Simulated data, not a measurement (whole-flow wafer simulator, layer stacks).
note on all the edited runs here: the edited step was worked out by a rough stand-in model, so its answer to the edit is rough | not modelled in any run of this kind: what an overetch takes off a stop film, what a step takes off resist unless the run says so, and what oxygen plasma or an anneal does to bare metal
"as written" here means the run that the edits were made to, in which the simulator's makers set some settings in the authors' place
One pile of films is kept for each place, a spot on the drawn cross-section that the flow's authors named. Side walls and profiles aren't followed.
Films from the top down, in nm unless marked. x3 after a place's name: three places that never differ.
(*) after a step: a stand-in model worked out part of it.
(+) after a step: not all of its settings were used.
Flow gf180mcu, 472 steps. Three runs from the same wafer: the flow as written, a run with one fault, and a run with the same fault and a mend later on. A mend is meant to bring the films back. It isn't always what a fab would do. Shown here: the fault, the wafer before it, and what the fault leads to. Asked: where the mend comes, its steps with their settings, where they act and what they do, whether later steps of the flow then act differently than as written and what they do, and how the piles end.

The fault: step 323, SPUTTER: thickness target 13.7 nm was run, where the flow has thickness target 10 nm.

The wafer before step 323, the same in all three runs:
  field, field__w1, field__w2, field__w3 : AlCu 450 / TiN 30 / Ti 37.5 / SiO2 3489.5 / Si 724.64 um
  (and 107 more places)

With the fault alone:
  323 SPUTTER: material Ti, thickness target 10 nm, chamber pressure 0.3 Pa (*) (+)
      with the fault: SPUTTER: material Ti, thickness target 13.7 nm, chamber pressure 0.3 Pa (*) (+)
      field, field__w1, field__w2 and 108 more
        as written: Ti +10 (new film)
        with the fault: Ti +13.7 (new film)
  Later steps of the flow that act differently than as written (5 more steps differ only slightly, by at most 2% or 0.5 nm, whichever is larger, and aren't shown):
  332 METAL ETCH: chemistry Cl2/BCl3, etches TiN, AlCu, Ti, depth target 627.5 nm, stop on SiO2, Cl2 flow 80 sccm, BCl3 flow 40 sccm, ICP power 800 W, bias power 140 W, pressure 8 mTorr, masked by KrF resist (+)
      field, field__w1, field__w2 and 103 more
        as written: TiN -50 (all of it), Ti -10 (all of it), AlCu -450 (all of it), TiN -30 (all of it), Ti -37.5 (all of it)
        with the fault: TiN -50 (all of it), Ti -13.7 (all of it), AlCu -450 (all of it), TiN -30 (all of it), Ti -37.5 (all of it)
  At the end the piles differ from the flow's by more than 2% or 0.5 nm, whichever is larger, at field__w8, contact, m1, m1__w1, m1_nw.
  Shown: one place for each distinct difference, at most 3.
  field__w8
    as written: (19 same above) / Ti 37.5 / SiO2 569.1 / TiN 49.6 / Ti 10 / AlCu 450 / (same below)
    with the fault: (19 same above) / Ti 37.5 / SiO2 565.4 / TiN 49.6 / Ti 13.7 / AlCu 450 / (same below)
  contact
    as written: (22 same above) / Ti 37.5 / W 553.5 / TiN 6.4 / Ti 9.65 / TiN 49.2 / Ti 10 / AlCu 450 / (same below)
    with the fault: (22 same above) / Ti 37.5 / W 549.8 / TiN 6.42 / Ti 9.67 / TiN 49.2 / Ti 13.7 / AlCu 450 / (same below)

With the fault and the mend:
  The mend comes after step 323.
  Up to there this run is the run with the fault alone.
  323a METAL ETCH: chemistry Cl2/BCl3, etches TiN, AlCu, Ti, depth target 3.7 nm, Cl2 flow 80 sccm, BCl3 flow 40 sccm, ICP power 800 W, bias power 140 W, pressure 8 mTorr (the flow's step 260 once more, with other settings)
      field, field__w1, field__w2 and 108 more
        Ti -3.7
  No later step of the flow acts differently than as written at any place that is followed.
  At the end the piles are the same as the flow's at every place that both follow.
